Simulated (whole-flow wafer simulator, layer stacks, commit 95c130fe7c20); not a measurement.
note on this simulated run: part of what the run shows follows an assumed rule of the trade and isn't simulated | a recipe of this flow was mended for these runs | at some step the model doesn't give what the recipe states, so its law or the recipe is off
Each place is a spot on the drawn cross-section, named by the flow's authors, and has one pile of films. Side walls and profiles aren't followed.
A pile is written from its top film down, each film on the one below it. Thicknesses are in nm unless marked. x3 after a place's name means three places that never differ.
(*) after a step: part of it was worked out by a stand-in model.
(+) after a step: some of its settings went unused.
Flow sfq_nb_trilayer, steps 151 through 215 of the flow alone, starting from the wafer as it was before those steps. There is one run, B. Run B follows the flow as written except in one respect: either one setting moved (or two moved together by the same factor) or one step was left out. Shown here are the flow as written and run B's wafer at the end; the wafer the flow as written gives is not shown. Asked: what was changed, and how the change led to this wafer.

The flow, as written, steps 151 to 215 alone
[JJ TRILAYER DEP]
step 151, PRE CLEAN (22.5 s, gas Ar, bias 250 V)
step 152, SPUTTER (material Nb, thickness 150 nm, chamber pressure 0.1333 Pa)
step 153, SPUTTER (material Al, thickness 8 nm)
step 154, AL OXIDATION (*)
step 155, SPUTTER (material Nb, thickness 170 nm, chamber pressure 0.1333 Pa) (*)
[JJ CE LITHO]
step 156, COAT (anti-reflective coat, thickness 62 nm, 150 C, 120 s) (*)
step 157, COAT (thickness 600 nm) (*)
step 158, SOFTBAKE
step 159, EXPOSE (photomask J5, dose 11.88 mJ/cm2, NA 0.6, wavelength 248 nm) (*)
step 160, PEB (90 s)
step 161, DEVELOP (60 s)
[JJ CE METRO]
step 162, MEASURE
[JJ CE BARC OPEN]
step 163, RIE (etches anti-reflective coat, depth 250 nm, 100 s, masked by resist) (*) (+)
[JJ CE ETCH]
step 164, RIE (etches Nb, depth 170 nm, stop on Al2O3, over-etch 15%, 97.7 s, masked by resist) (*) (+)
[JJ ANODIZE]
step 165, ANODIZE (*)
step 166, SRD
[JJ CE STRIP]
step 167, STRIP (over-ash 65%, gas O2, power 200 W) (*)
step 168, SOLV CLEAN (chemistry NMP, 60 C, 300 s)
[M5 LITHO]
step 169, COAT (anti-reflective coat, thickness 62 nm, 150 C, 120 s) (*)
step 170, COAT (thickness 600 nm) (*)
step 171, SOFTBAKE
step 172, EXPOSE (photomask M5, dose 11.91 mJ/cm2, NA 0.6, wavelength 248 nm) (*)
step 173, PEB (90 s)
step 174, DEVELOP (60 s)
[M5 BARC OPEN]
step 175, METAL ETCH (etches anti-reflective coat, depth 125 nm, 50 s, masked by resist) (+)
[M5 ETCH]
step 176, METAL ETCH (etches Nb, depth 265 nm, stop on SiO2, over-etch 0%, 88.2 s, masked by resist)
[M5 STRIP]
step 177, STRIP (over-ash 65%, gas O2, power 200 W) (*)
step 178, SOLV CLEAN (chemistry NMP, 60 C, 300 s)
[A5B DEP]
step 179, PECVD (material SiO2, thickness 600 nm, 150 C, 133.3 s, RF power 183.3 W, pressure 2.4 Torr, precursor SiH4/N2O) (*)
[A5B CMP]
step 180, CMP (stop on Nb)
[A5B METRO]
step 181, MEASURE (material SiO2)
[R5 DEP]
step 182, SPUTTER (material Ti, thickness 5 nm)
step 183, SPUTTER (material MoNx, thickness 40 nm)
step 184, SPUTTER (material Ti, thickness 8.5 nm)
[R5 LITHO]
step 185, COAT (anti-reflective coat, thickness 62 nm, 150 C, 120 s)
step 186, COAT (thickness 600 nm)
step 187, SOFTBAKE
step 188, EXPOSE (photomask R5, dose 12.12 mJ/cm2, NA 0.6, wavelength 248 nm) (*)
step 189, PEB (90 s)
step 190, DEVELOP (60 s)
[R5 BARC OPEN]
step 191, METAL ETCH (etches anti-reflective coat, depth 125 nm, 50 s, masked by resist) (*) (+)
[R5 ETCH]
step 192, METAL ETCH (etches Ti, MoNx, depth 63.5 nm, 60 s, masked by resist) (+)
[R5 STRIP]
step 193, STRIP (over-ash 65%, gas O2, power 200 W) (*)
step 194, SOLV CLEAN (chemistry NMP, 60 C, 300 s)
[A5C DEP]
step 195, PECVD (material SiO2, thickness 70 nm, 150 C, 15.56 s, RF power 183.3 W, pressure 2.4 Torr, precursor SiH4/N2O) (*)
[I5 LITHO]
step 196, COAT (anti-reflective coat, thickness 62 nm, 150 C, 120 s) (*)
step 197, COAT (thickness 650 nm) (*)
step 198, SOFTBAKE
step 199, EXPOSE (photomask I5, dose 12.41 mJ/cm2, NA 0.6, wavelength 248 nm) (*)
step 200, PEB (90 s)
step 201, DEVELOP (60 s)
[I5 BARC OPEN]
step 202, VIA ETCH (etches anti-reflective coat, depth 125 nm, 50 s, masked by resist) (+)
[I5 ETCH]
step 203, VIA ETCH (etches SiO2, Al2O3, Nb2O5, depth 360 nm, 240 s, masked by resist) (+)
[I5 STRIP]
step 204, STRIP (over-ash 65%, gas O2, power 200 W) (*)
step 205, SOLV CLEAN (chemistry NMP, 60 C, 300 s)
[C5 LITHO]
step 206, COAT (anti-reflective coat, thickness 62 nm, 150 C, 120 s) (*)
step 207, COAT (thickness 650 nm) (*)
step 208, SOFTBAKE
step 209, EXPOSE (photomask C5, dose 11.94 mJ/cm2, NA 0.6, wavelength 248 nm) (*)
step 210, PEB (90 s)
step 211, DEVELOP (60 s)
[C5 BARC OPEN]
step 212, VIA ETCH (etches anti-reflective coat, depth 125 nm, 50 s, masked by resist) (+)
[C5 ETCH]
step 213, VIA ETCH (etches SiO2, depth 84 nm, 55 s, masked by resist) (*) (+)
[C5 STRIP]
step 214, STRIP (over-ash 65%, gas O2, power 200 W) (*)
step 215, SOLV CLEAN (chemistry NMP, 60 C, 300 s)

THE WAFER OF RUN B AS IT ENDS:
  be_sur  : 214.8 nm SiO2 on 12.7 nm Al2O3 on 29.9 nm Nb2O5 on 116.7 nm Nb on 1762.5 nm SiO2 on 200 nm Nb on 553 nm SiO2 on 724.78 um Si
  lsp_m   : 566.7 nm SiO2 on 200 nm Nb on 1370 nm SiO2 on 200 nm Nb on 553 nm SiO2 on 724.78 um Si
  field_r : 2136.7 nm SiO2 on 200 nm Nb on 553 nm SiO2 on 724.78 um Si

Cause: step 152, SPUTTER: thickness 127.5 nm was run, though the flow has thickness 150 nm.

How this came from the change, step by step:
  step 152, SPUTTER (material Nb, thickness 150 nm, chamber pressure 0.1333 Pa)
      field_l, v_sur, via_sp and 100 more: Nb gains 127.5 (new film) (as written it would have been: Nb gains 150 (new film))
      via_wl, via_w, via_wr: Nb gains 110.2 (as written it would have been: Nb gains 129.8)
  step 156, COAT (anti-reflective coat, thickness 62 nm, 150 C, 120 s) (*)
      via_wl, via_wr: anti-reflective coat gains 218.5 (new film) (as written it would have been: anti-reflective coat gains 224.3 (new film))
      via_w: anti-reflective coat gains 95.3 (new film) (as written it would have been: anti-reflective coat gains 97.3 (new film))
  step 163, RIE (etches anti-reflective coat, depth 250 nm, 100 s, masked by resist) (*) (+)
      via_wl, via_wr: anti-reflective coat loses 218.5 (all of it) (as written it would have been: anti-reflective coat loses 224.3 (all of it))
      via_w: anti-reflective coat loses 95.3 (all of it) (as written it would have been: anti-reflective coat loses 97.3 (all of it))
  step 169, COAT (anti-reflective coat, thickness 62 nm, 150 C, 120 s) (*)
      via_wl, via_wr: anti-reflective coat gains 180.3 (new film) (as written it would have been: anti-reflective coat gains 184 (new film))
      ce_l: anti-reflective coat gains 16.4 (new film) (as written it would have been: anti-reflective coat gains 17.1 (new film))
      (and at 1 other place as well)
  step 176, METAL ETCH (etches Nb, depth 265 nm, stop on SiO2, over-etch 0%, 88.2 s, masked by resist)
      field_l, res, r_end and 47 more: Al2O3 loses 12.6 (all of it), Nb2O5 loses 29.9 (all of it), Nb loses 116.7 (all of it), SiO2 loses 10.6 (as written it would have been: Al2O3 loses 12.6 (all of it), Nb2O5 loses 29.9 (all of it), Nb loses 139.2 (all of it), SiO2 loses 8.33)
      r_sur, wl_a_sl, wl_a_m6: Al2O3 loses 12.5 (all of it), Nb2O5 loses 29.9 (all of it), Nb loses 116.7 (all of it), SiO2 loses 10.6 (as written it would have been: Al2O3 loses 12.5 (all of it), Nb2O5 loses 29.9 (all of it), Nb loses 139.2 (all of it), SiO2 loses 8.33)
  step 177, STRIP (over-ash 65%, gas O2, power 200 W) (*)
      via_wl: KrF-resist-other-grade loses 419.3 (all of it), anti-reflective coat loses 180.3 (all of it) (as written it would have been: KrF-resist-other-grade loses 418.2 (all of it), anti-reflective coat loses 184 (all of it))
      via_wr: KrF-resist-other-grade loses 420.4 (all of it), anti-reflective coat loses 180.3 (all of it) (as written it would have been: KrF-resist-other-grade loses 419.2 (all of it), anti-reflective coat loses 184 (all of it))
      (and at 2 other places as well)
  step 180, CMP (stop on Nb)
      field_l, lsp_m, ln_m6 and 44 more: SiO2 loses 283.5 (as written it would have been: SiO2 loses 263.3)
      r_sur, res, r_end, moat, field_r, lsp_l: SiO2 loses 277.4 (as written it would have been: SiO2 loses 256.4)
